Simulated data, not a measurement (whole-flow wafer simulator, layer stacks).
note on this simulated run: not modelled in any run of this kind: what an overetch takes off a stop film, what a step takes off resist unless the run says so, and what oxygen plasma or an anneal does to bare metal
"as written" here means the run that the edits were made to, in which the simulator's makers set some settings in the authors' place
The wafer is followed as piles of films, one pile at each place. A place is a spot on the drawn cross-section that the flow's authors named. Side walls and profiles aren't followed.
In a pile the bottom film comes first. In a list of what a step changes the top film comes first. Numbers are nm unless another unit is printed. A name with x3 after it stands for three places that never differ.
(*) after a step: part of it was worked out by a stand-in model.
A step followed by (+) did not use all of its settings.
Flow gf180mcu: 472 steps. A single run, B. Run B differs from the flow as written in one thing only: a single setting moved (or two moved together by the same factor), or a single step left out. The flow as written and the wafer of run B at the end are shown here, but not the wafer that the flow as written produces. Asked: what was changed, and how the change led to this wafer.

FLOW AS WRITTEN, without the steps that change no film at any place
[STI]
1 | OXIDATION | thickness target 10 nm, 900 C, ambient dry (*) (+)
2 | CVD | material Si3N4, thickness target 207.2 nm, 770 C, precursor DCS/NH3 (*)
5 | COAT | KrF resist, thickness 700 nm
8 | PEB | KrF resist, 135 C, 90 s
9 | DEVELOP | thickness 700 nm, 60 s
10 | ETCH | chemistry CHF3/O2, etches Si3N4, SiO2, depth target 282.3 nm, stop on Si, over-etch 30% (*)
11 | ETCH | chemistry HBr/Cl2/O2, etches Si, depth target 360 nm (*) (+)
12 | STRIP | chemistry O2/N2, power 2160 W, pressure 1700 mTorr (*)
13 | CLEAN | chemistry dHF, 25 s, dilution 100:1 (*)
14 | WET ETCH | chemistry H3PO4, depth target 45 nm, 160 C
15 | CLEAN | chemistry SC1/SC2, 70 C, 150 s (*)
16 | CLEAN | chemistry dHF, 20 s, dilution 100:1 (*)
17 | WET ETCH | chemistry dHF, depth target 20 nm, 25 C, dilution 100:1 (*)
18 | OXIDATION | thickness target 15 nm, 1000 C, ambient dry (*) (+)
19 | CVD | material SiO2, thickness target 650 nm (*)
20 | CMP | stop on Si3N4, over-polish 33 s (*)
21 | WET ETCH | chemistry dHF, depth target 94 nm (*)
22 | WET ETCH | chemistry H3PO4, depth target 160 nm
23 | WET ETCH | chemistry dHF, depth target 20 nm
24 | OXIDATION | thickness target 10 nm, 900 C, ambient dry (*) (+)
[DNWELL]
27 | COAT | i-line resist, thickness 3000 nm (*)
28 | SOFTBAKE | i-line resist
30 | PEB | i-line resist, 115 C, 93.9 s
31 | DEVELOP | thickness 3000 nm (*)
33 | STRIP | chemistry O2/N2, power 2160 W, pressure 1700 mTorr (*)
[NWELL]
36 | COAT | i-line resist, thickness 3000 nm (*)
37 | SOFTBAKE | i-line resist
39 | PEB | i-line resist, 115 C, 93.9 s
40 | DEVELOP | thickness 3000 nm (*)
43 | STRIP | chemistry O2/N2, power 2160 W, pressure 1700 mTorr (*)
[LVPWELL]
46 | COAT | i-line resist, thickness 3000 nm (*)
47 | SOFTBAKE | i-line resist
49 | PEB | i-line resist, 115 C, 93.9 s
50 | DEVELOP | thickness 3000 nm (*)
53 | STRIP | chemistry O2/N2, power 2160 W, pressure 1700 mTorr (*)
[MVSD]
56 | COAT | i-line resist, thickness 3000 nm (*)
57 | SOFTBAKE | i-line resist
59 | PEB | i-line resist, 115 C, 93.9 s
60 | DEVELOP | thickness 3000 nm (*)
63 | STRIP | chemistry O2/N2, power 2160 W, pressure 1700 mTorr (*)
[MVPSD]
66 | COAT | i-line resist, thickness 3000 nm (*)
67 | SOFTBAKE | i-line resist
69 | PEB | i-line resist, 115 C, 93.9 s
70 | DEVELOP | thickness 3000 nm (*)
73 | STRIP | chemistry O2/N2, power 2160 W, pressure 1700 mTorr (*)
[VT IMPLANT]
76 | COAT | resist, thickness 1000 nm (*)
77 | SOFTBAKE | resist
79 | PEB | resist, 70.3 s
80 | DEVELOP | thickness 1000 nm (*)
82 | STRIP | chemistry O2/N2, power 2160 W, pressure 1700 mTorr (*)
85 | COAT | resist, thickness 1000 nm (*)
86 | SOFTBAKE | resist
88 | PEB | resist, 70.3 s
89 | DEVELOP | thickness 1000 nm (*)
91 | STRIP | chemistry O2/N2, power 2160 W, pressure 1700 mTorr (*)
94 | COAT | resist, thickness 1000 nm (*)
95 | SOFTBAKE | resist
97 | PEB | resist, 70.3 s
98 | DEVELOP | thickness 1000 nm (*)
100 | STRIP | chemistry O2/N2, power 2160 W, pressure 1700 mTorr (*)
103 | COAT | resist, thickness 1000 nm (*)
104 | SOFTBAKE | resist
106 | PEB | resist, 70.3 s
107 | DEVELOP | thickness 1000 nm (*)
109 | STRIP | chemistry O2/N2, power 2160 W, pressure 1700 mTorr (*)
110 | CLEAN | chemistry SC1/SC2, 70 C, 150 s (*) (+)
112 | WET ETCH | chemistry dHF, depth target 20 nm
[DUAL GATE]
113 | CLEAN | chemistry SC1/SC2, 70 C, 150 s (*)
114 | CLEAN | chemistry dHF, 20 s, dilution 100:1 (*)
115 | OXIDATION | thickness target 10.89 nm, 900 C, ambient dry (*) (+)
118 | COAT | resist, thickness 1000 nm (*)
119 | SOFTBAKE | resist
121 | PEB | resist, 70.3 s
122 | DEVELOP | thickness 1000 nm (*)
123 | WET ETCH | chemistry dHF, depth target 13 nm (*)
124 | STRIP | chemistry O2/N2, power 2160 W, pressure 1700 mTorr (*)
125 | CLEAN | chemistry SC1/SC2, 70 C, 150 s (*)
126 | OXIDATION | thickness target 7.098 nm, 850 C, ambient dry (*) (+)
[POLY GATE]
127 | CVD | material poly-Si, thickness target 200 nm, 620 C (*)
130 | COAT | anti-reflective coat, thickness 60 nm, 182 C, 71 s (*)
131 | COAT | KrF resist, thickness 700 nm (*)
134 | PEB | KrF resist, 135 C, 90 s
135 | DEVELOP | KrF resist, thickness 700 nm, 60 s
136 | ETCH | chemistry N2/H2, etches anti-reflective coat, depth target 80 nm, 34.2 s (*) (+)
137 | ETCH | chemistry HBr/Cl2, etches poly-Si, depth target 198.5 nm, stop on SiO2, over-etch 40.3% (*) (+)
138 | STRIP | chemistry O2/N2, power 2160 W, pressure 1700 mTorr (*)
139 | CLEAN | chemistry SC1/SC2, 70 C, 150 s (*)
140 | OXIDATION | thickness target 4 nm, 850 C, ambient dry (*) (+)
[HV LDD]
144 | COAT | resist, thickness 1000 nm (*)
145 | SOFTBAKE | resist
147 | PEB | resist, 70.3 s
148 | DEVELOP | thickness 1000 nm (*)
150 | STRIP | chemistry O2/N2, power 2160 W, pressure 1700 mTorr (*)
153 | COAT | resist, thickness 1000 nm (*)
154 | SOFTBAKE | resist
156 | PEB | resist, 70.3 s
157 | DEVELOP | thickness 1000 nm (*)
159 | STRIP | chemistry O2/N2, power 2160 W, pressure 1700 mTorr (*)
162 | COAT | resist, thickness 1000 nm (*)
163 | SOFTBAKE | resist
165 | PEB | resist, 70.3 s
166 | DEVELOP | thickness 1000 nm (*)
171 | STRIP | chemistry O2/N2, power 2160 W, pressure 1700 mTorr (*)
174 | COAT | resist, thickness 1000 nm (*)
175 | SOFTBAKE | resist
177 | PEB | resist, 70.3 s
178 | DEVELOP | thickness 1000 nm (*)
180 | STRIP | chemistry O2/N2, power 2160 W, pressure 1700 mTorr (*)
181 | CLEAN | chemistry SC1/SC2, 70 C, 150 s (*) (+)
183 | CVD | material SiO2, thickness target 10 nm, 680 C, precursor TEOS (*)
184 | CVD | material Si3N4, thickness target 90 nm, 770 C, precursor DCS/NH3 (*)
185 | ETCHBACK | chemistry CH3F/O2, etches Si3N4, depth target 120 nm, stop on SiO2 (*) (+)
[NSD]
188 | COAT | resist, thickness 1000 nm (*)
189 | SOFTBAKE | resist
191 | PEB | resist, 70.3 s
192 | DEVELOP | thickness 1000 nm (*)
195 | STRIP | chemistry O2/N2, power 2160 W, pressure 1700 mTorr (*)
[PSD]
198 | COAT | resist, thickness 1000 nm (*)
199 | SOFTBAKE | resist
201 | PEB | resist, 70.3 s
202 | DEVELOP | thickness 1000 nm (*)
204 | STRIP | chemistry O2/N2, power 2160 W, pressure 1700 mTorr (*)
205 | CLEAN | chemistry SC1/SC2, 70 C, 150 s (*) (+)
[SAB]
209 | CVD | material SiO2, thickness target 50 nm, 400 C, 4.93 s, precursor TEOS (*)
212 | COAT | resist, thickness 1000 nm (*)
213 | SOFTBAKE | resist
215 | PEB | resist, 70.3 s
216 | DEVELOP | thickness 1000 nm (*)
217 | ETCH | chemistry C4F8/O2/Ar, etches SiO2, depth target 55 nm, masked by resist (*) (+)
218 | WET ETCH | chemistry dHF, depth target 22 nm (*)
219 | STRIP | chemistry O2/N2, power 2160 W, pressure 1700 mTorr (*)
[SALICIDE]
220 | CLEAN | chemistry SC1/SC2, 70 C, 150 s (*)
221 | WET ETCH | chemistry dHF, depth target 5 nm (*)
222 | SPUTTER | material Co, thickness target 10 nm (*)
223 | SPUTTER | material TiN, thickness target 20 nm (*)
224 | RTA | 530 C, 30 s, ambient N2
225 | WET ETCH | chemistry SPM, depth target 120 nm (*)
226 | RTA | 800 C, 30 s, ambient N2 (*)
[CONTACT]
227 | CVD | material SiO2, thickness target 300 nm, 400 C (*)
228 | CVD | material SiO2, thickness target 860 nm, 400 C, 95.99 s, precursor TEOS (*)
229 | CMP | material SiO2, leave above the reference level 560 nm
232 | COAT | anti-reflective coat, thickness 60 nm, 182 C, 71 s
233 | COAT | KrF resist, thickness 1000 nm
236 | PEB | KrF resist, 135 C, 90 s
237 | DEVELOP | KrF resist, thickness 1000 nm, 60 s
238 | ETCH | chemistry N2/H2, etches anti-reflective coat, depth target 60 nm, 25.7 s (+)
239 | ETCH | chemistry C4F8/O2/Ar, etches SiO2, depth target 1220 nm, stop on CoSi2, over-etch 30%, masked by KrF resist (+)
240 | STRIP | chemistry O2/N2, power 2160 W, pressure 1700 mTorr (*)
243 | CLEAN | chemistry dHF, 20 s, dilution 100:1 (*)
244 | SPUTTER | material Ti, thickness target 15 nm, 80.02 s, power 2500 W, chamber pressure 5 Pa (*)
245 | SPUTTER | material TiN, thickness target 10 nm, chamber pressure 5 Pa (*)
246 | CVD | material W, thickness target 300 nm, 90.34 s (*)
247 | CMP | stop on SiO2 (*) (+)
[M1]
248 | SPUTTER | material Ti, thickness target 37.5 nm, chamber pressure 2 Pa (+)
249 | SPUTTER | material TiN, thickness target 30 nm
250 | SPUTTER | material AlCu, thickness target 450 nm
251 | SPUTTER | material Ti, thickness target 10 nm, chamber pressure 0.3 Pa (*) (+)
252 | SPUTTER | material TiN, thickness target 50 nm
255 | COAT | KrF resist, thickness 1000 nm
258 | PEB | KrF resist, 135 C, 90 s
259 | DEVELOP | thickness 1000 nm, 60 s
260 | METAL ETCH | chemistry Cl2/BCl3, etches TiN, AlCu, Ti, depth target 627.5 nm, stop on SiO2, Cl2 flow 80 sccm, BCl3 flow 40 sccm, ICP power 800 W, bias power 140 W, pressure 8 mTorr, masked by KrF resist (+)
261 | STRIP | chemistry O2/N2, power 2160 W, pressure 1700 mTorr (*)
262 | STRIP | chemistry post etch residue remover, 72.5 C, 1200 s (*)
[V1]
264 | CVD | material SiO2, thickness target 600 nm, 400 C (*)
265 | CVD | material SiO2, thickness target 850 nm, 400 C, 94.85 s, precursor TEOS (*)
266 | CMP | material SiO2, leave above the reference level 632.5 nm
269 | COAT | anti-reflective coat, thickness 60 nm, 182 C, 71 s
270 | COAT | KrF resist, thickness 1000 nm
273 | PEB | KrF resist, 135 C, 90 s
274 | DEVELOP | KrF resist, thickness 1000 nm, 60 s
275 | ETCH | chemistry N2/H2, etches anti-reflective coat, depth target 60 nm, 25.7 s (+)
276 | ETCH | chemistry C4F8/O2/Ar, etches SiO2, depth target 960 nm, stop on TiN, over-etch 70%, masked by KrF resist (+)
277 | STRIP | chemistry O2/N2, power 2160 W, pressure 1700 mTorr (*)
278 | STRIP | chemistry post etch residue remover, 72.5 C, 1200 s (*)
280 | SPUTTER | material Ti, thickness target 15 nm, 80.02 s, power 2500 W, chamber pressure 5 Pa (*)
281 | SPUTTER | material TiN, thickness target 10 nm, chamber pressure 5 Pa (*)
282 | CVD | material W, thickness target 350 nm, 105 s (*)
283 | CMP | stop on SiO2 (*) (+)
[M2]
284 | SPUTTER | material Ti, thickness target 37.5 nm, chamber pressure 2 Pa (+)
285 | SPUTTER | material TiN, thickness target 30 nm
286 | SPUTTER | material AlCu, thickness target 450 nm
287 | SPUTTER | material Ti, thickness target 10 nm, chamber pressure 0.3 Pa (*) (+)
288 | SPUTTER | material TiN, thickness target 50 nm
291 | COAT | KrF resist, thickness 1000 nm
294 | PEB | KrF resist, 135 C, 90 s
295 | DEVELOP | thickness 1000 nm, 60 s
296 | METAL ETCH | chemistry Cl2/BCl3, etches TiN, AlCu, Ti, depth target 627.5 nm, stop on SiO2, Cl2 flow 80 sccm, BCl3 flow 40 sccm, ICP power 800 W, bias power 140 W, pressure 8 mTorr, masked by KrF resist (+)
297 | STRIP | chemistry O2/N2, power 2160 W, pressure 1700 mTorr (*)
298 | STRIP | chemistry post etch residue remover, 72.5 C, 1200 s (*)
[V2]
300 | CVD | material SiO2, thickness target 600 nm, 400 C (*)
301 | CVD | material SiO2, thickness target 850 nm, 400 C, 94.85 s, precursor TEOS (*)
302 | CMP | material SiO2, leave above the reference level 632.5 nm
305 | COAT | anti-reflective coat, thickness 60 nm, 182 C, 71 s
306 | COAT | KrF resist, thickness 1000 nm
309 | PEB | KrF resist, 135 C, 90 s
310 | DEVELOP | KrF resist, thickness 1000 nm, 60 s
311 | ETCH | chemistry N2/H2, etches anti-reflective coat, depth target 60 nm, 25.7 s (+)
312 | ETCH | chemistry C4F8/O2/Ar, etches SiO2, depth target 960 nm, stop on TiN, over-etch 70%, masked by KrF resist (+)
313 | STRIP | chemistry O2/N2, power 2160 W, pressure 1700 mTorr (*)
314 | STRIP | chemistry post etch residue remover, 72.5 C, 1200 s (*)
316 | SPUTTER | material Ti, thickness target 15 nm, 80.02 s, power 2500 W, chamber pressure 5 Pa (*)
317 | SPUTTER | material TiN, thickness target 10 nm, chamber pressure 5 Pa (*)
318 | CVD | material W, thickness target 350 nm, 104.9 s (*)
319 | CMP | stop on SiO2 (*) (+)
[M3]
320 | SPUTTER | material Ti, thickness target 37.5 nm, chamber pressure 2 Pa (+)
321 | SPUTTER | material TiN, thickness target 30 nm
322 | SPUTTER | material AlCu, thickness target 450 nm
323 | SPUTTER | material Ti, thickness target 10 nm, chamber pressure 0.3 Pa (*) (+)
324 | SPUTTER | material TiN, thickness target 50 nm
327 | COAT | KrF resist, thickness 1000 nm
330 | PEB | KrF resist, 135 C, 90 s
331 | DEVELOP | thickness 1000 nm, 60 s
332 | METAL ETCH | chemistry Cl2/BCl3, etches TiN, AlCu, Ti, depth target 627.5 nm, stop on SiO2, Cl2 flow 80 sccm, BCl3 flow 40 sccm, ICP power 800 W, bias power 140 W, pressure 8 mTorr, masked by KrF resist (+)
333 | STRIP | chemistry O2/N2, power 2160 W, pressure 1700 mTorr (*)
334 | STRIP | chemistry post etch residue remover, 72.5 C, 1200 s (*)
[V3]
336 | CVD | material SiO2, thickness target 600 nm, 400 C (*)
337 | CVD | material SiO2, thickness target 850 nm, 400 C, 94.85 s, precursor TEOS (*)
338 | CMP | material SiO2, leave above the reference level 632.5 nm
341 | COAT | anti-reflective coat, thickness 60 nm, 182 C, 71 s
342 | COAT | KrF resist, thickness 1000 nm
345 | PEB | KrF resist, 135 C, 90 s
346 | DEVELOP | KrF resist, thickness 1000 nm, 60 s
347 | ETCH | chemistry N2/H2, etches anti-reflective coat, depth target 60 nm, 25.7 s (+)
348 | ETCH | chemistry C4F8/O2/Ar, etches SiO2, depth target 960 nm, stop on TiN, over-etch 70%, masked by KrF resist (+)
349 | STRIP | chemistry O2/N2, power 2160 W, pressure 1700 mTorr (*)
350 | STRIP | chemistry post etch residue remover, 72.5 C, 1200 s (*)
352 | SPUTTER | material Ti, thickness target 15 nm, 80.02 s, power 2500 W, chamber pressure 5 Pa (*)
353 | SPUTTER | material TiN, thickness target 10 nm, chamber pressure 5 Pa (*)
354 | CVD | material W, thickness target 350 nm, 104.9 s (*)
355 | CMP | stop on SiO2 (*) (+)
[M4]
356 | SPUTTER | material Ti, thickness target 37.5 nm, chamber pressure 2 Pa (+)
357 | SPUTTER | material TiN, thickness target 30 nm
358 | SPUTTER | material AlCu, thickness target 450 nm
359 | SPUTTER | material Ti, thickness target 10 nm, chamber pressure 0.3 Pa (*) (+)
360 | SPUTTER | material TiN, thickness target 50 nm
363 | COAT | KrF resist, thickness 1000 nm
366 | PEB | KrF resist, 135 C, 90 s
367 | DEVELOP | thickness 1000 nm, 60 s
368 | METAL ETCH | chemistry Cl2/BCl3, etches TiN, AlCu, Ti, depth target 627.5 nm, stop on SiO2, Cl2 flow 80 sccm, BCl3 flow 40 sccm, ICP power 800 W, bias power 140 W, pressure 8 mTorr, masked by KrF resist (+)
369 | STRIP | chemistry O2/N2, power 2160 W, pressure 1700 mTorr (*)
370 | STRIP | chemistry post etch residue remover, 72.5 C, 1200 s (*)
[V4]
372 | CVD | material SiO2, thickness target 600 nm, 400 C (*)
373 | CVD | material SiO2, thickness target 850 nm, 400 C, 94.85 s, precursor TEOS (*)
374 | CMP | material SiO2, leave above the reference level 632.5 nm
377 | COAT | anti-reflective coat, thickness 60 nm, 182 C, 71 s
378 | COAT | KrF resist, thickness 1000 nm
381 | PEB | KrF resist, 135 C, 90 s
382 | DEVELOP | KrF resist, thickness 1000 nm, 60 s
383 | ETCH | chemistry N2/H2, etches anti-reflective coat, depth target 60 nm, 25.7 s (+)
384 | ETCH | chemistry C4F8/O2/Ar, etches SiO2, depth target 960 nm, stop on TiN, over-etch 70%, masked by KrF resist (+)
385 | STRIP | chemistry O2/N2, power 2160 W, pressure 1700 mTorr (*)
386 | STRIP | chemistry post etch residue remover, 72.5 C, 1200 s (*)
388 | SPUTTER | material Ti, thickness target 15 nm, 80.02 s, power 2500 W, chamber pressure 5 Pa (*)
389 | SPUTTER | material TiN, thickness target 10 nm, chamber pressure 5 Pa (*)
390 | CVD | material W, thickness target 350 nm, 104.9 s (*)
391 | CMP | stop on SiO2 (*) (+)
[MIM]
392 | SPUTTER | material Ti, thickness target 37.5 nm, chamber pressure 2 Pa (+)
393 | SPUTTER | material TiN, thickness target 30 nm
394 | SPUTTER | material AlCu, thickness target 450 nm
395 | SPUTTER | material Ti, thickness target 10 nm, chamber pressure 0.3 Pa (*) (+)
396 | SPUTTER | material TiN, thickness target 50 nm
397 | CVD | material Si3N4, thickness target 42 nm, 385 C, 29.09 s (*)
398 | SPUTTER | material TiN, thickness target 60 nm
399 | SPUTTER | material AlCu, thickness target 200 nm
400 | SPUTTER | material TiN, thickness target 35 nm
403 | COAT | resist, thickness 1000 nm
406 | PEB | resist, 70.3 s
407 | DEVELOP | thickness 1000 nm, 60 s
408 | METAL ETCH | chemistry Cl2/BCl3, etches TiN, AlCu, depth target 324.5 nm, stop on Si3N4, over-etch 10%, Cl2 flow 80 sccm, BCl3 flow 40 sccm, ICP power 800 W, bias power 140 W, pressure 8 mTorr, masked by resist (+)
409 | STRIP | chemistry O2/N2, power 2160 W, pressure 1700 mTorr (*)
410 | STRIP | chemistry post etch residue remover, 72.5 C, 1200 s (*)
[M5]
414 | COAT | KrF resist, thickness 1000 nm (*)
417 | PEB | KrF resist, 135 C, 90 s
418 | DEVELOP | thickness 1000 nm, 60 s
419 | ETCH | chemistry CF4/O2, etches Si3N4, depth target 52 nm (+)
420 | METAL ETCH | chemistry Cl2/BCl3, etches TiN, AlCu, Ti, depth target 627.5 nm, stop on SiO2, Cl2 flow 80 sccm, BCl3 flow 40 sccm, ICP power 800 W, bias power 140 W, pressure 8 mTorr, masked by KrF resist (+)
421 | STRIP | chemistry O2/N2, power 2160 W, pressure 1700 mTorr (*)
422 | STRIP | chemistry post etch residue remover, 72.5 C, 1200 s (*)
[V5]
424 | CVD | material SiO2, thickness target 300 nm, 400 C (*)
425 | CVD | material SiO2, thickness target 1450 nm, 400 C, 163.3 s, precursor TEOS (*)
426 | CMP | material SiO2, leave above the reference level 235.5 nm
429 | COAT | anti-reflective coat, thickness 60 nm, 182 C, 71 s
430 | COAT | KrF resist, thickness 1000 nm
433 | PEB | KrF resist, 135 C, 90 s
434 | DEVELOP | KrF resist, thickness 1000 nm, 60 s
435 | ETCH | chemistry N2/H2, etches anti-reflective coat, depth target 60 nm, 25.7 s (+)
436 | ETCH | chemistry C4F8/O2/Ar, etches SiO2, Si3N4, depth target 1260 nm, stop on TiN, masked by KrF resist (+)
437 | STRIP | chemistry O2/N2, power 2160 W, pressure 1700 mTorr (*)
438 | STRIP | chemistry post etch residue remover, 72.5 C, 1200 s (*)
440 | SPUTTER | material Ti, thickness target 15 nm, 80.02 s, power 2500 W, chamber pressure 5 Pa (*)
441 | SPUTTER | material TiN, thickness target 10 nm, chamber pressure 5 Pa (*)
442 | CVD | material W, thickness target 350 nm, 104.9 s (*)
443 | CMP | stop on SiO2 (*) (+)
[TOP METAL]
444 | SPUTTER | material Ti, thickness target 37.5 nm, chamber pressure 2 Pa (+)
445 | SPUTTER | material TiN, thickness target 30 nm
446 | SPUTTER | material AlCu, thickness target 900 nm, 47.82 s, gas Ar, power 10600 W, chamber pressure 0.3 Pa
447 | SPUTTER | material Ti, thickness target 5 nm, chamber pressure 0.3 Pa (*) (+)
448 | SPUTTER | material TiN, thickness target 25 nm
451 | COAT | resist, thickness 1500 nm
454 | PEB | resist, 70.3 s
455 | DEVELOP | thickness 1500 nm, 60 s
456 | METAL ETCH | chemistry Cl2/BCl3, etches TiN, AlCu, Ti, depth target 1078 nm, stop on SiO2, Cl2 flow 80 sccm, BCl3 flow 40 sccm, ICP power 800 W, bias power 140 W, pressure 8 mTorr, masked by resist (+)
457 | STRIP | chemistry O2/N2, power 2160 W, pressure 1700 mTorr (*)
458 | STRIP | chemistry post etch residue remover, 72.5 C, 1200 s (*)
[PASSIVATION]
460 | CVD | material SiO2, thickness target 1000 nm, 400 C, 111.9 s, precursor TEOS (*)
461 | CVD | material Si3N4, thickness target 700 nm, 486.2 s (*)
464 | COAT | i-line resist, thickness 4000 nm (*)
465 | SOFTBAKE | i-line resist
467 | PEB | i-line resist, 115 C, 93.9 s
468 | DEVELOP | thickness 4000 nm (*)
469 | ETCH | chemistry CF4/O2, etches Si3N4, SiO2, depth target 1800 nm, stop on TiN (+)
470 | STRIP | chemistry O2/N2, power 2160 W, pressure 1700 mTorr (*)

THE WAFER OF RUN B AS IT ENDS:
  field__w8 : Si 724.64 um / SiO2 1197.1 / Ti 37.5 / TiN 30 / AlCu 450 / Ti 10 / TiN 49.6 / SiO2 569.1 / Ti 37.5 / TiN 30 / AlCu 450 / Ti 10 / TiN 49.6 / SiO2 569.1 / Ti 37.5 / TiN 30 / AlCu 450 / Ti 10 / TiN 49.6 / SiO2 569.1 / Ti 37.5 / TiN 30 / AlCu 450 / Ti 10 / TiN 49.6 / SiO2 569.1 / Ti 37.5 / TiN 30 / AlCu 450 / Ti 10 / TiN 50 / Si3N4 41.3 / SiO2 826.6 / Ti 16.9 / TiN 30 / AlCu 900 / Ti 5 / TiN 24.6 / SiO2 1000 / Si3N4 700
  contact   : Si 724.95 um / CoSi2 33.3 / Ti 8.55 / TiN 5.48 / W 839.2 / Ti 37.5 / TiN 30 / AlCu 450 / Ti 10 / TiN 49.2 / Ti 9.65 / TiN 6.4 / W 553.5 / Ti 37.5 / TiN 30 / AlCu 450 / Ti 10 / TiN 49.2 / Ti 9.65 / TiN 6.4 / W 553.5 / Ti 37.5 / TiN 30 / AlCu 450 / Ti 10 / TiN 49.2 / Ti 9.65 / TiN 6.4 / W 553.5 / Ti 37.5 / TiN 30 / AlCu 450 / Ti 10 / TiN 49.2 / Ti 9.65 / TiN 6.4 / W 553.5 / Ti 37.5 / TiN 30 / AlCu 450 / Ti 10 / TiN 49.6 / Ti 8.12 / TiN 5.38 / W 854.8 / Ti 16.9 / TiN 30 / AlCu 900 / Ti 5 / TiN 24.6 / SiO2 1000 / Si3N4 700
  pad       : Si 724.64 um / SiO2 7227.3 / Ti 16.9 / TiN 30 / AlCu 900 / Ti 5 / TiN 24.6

What caused this: step 444, SPUTTER: thickness target 16.9 nm was run, whereas the flow has thickness target 37.5 nm.
The wafer itself shows it: field__w8 has Ti 16.9, and step 444 as written asks for 37.5 nm.

The path from the change to this, step by step:
  444 | SPUTTER | material Ti, thickness target 37.5 nm, chamber pressure 2 Pa (+)
      field, field__w1, field__w2 and 109 more: +16.9 Ti (new film) (it would be, as written: +37.5 Ti (new film))
  456 | METAL ETCH | chemistry Cl2/BCl3, etches TiN, AlCu, Ti, depth target 1078 nm, stop on SiO2, Cl2 flow 80 sccm, BCl3 flow 40 sccm, ICP power 800 W, bias power 140 W, pressure 8 mTorr, masked by resist (+)
      field, field__w1, field__w2 and 103 more: -25 TiN (all of it), -5 Ti (all of it), -900 AlCu (all of it), -30 TiN (all of it), -16.9 Ti (all of it) (it would be, as written: -25 TiN (all of it), -5 Ti (all of it), -900 AlCu (all of it), -30 TiN (all of it), -37.5 Ti (all of it))
  465 | SOFTBAKE | i-line resist
      ld_acc_p, ld_fp_p, ld_drift_p: +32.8 i-line resist (it would be, as written: +33.8 i-line resist)
      field__w11, field__w13: +36.5 i-line resist (it would be, as written: +37.6 i-line resist)
      (also at 58 further places)
